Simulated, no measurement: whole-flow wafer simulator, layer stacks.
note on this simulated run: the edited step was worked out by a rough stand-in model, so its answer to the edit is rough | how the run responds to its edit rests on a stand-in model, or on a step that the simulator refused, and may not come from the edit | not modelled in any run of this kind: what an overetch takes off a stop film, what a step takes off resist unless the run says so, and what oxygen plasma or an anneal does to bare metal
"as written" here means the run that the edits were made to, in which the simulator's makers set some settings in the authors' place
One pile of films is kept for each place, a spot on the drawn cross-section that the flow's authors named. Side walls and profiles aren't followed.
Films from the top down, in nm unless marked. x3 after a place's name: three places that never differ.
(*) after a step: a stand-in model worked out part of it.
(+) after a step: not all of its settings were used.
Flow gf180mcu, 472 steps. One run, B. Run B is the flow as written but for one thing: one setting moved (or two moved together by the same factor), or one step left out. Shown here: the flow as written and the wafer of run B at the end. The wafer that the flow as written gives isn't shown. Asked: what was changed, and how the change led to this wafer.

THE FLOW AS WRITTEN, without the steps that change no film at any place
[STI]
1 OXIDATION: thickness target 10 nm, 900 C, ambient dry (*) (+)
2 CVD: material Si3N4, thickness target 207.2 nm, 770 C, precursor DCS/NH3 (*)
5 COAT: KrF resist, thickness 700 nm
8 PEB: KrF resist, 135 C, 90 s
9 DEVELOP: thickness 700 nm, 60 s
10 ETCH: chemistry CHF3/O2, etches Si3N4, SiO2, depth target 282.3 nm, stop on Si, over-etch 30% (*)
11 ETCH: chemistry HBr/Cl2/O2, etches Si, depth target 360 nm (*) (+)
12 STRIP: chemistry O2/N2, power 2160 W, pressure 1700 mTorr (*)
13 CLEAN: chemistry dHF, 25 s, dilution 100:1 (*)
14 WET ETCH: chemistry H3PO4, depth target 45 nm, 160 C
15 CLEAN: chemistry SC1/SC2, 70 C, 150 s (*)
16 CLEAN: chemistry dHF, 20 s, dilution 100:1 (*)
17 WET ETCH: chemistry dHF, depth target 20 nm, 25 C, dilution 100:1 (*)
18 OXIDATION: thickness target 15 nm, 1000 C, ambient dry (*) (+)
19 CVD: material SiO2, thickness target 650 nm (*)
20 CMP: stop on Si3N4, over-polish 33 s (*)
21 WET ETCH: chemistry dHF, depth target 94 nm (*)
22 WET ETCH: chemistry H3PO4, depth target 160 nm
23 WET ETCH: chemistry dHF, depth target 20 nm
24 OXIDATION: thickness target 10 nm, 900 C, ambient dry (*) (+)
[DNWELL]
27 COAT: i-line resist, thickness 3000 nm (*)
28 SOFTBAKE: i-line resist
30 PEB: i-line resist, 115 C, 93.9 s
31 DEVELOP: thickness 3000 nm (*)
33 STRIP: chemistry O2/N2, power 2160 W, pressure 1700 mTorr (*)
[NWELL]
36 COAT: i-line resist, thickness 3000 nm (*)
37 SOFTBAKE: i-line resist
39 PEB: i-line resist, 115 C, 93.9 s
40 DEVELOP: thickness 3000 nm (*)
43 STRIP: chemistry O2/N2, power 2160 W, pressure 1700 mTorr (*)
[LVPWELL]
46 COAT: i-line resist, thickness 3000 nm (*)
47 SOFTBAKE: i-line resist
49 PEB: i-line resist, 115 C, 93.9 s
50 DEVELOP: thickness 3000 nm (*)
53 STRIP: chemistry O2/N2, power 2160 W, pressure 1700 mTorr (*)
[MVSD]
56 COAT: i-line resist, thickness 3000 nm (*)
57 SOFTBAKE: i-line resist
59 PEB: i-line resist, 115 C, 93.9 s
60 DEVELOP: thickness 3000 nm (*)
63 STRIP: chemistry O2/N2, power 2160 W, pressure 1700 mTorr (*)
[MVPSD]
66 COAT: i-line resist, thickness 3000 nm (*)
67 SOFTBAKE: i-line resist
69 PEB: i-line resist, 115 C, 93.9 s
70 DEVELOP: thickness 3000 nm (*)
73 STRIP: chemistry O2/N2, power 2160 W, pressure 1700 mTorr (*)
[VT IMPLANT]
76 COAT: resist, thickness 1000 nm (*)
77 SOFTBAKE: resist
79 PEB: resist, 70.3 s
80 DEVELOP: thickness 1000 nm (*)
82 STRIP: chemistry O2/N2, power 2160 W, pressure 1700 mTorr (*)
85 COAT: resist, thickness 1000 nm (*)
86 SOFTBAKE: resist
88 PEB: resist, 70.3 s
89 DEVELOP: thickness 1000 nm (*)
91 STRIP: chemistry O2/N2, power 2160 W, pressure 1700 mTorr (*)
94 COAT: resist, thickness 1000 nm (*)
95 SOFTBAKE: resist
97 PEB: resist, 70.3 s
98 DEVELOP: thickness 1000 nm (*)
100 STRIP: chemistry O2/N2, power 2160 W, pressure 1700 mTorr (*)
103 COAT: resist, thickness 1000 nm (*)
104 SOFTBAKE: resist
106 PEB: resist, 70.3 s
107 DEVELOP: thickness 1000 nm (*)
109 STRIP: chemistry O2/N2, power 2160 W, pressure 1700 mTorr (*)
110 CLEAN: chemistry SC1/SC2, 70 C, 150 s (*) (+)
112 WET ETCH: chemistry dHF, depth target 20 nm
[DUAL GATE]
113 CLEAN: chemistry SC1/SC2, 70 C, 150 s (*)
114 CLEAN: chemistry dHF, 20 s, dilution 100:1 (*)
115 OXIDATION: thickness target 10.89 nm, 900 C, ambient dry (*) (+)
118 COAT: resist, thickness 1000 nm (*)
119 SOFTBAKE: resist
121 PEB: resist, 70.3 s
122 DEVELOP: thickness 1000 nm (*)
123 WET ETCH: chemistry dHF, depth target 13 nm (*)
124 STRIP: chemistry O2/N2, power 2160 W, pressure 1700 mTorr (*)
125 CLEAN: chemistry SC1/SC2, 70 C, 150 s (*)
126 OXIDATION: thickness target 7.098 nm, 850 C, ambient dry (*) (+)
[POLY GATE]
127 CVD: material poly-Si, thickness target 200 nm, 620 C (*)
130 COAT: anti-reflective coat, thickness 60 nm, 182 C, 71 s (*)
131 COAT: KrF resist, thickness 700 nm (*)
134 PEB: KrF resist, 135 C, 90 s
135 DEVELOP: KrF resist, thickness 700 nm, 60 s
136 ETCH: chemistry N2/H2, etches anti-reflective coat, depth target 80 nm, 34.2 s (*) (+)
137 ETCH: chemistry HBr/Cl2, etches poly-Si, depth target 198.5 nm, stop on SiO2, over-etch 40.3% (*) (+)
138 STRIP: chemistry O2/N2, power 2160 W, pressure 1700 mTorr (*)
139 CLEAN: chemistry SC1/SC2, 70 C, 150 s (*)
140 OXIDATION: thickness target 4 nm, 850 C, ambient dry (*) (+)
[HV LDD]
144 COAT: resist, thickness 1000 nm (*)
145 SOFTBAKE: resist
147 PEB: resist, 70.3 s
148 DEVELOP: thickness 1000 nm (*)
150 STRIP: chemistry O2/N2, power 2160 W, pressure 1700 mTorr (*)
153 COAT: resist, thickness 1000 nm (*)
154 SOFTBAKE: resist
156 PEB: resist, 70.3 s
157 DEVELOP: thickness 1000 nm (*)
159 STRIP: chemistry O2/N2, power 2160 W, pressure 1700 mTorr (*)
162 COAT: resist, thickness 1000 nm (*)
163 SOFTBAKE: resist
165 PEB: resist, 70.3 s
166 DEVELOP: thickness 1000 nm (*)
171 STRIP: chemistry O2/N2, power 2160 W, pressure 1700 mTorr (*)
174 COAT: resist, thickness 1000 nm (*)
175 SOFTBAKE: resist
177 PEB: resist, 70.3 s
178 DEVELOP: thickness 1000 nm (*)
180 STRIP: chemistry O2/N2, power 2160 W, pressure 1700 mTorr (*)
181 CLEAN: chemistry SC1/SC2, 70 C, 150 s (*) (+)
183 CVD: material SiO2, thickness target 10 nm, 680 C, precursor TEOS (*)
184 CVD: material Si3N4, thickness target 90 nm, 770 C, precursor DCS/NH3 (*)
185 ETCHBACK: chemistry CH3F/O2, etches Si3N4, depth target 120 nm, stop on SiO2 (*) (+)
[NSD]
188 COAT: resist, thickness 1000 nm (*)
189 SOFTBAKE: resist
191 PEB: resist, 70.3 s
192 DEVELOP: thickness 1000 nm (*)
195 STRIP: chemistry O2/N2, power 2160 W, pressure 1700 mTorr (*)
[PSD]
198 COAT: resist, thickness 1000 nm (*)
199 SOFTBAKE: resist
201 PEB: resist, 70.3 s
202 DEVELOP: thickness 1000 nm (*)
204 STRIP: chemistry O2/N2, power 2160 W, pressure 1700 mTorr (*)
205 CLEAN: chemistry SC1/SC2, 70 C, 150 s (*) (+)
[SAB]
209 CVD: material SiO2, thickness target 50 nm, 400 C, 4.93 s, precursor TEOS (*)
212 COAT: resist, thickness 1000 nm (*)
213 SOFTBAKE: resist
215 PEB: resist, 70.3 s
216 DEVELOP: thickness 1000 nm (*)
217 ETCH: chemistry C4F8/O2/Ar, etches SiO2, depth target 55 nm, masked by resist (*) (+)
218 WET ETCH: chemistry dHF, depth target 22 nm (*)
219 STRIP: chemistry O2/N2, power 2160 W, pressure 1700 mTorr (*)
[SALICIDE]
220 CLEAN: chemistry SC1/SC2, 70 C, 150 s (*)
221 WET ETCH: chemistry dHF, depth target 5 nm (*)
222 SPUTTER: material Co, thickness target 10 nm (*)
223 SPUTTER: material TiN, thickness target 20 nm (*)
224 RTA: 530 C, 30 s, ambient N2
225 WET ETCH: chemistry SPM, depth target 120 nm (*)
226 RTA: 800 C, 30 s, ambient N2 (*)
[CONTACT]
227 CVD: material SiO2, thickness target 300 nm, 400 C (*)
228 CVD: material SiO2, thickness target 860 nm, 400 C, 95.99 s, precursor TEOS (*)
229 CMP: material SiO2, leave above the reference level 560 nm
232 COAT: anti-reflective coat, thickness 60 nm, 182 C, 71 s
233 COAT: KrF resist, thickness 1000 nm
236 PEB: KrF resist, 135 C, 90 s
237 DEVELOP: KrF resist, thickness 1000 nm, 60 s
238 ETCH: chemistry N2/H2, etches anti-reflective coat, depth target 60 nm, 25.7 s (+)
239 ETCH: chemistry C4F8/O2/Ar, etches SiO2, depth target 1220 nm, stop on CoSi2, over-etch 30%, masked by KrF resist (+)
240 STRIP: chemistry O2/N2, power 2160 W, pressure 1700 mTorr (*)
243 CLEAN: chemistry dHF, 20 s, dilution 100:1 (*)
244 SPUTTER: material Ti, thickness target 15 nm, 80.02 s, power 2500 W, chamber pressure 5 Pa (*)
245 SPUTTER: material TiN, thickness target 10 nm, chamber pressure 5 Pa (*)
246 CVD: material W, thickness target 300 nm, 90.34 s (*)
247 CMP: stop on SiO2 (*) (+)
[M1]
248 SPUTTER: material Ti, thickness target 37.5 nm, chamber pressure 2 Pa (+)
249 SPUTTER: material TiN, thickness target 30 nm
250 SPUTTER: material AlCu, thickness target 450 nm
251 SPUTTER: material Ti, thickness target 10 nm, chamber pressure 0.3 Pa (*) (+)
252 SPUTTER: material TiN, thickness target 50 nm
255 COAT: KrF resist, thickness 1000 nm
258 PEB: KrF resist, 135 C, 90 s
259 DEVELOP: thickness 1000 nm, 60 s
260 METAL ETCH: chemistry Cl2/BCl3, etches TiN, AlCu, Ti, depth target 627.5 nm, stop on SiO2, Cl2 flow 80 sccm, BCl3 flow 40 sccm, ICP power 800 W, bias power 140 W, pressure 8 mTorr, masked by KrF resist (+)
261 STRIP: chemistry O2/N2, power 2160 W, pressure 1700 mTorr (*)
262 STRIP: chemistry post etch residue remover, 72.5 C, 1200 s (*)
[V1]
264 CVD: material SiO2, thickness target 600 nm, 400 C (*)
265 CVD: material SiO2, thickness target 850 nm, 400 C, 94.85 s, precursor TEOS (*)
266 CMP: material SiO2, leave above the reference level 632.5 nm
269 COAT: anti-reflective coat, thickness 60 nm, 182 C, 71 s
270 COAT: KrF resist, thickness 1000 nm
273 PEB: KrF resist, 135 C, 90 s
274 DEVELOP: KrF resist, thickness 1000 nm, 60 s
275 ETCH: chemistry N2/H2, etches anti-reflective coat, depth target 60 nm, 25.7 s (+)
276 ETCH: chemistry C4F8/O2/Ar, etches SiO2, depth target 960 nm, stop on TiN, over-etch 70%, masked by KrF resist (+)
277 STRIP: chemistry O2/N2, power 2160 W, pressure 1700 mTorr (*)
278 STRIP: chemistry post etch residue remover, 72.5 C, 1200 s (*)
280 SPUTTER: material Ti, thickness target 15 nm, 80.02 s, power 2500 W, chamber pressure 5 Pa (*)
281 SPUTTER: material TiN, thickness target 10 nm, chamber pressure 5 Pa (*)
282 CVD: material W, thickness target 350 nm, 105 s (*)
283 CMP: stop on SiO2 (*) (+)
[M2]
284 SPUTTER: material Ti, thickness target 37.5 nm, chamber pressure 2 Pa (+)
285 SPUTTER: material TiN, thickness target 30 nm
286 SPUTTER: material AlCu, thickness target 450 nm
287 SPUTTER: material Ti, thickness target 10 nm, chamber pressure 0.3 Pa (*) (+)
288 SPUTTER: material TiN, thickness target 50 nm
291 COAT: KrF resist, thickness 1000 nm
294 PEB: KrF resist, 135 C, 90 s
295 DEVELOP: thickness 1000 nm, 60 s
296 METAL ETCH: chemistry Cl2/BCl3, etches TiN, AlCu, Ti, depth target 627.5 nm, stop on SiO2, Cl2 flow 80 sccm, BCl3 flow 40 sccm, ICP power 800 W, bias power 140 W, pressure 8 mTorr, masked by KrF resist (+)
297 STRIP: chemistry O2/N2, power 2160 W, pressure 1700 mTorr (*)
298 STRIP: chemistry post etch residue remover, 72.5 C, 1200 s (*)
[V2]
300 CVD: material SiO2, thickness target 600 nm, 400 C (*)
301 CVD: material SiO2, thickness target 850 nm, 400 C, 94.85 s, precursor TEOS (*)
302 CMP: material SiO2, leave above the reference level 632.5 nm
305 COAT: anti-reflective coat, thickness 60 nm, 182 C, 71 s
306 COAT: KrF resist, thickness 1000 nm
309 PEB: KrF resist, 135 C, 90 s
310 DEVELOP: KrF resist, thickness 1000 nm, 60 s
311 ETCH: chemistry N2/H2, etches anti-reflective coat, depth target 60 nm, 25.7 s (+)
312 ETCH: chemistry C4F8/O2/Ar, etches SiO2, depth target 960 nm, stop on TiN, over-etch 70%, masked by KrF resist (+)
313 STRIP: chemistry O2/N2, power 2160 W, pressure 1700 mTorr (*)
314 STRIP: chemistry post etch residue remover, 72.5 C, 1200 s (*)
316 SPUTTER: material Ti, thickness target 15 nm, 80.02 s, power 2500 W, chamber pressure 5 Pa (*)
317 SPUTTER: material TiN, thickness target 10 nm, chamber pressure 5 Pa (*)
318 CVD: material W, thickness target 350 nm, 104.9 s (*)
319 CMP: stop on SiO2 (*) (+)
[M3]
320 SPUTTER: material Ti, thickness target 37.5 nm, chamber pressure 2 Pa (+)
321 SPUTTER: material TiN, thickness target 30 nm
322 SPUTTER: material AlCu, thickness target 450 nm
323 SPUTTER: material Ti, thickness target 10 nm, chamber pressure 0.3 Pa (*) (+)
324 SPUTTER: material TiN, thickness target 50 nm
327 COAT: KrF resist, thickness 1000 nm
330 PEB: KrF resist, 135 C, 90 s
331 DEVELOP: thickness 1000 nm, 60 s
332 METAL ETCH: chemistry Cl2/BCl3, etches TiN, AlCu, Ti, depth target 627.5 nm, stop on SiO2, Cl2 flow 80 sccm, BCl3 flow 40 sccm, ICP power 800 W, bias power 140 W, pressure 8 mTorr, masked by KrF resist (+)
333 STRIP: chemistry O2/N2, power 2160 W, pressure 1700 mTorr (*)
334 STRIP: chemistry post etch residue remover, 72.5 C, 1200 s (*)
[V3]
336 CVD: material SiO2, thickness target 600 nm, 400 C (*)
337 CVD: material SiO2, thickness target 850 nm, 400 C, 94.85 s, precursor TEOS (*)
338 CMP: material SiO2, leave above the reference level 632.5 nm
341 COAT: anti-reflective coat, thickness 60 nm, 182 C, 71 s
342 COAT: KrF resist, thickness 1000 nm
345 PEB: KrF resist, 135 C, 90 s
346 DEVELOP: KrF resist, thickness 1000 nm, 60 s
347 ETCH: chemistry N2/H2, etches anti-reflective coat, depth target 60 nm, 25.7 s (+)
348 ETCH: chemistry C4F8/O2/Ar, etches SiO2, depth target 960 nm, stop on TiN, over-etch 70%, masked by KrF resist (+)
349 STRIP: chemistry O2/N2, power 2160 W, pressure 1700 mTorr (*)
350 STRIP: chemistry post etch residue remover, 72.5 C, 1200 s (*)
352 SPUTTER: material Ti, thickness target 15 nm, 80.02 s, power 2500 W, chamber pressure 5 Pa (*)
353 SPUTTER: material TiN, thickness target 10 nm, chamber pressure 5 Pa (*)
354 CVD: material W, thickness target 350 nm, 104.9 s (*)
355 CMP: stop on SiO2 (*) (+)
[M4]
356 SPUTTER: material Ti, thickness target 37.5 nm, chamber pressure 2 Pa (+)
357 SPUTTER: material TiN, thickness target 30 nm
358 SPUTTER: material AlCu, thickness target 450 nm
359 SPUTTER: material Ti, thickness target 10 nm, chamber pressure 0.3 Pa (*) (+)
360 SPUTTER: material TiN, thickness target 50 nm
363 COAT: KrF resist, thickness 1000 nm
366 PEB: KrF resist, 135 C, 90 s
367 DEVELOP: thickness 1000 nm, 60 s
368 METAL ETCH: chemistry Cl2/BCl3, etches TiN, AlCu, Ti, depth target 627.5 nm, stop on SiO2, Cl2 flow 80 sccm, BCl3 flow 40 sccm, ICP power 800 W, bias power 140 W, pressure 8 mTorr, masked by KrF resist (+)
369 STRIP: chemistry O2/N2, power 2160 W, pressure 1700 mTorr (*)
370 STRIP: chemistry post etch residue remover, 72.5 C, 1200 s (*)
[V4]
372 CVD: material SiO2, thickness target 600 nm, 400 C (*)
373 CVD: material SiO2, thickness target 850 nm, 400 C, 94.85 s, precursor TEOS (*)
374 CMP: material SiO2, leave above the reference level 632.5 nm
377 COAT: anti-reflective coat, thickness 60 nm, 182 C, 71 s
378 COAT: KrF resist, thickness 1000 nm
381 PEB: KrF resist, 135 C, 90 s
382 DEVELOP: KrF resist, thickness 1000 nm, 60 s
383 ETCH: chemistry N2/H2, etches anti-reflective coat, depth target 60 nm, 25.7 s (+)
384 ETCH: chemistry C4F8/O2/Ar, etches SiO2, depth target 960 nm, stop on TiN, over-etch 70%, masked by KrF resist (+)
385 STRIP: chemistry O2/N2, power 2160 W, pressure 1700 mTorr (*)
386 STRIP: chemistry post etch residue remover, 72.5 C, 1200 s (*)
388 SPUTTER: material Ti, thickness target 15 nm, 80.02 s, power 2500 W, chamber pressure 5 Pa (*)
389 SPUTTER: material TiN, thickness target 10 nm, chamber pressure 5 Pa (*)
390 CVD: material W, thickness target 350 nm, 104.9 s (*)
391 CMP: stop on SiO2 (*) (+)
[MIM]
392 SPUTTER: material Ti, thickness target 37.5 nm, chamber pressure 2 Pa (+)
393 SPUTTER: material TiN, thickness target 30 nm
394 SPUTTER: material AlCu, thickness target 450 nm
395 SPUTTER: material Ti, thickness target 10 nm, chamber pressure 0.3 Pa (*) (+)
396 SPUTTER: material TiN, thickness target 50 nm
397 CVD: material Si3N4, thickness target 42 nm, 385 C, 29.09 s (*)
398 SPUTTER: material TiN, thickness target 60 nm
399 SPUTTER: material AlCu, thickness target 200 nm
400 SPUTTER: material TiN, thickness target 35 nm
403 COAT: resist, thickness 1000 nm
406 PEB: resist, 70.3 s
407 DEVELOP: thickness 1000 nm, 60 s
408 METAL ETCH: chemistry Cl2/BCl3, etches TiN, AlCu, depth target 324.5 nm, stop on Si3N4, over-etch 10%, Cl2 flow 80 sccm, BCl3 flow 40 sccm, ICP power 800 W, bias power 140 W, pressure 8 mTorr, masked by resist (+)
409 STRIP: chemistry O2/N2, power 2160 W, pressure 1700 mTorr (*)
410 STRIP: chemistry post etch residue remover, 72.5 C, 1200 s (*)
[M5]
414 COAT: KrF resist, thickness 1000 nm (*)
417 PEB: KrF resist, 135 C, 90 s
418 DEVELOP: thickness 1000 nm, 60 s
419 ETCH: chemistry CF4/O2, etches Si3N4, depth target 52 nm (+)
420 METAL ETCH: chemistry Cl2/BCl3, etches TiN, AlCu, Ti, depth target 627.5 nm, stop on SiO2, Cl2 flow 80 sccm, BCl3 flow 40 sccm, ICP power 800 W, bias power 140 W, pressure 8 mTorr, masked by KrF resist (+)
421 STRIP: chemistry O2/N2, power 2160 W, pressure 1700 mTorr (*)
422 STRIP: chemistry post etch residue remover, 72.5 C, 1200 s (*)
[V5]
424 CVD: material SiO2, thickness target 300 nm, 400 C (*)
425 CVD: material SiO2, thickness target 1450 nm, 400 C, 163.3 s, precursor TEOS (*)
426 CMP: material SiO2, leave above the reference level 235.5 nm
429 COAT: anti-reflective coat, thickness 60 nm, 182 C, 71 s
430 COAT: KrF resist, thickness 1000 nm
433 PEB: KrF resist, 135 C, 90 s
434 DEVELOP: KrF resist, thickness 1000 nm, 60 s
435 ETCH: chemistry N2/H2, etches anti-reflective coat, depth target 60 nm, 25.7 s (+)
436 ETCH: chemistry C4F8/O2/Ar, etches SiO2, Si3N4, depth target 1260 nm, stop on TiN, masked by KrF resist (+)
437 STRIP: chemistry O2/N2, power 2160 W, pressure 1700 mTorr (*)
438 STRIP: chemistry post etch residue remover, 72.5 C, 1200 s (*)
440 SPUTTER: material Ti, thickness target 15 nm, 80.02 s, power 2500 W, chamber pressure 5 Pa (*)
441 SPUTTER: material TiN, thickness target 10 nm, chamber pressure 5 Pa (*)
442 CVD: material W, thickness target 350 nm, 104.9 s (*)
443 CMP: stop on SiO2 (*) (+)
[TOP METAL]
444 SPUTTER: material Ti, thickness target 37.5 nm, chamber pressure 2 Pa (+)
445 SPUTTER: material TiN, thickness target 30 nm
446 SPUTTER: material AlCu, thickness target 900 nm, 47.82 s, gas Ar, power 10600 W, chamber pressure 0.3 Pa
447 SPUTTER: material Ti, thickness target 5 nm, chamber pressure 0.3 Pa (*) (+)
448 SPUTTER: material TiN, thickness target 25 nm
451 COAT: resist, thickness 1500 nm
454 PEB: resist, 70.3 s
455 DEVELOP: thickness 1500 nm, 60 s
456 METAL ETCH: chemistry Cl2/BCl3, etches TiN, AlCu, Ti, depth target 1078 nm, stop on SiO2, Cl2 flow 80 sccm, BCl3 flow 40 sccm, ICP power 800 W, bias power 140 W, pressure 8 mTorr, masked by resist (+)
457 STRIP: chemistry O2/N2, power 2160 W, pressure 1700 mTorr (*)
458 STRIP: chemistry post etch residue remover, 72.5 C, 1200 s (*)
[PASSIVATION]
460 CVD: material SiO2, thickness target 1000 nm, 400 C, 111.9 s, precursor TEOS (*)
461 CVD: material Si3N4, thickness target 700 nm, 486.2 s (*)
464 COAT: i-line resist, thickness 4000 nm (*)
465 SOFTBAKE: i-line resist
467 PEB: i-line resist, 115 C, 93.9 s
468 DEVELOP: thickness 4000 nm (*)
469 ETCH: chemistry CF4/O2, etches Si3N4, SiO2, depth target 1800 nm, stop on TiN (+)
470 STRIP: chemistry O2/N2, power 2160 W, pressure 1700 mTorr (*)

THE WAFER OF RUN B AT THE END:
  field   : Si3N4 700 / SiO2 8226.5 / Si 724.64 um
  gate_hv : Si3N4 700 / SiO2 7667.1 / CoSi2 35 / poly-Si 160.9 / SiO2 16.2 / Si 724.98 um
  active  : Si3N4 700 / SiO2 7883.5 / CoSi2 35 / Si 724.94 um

The cause: step 115, OXIDATION: thickness target 13.06 nm was run, where the flow has thickness target 10.89 nm.

How the change led to this, step by step:
  115 OXIDATION: thickness target 10.89 nm, 900 C, ambient dry (*) (+)
      active, n_well, p_well and 40 more: SiO2 +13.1 (new film), Si -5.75 (as written it would be: SiO2 +10.9 (new film), Si -4.79)
  123 WET ETCH: chemistry dHF, depth target 13 nm (*)
      active, n_well, p_well and 12 more: SiO2 -13.1 (all of it) (as written it would be: SiO2 -10.9 (all of it))
  189 SOFTBAKE: resist
      field__w9: resist -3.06 (as written it would be: resist +6.92)
  199 SOFTBAKE: resist
      field__w9: resist -3.06 (as written it would be: resist +6.92)
  218 WET ETCH: chemistry dHF, depth target 22 nm (*)
      ldn_tap, ldn_src, ldn_drn, ldp_tap, ldp_src, ldp_drn, ldp_gr: SiO2 -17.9 (all of it) (as written it would be: SiO2 -16 (all of it))
      ld_drn_n, ld_sd_p: SiO2 -16.7 (all of it) (as written it would be: SiO2 -14.8 (all of it))
      (and at 5 more places)
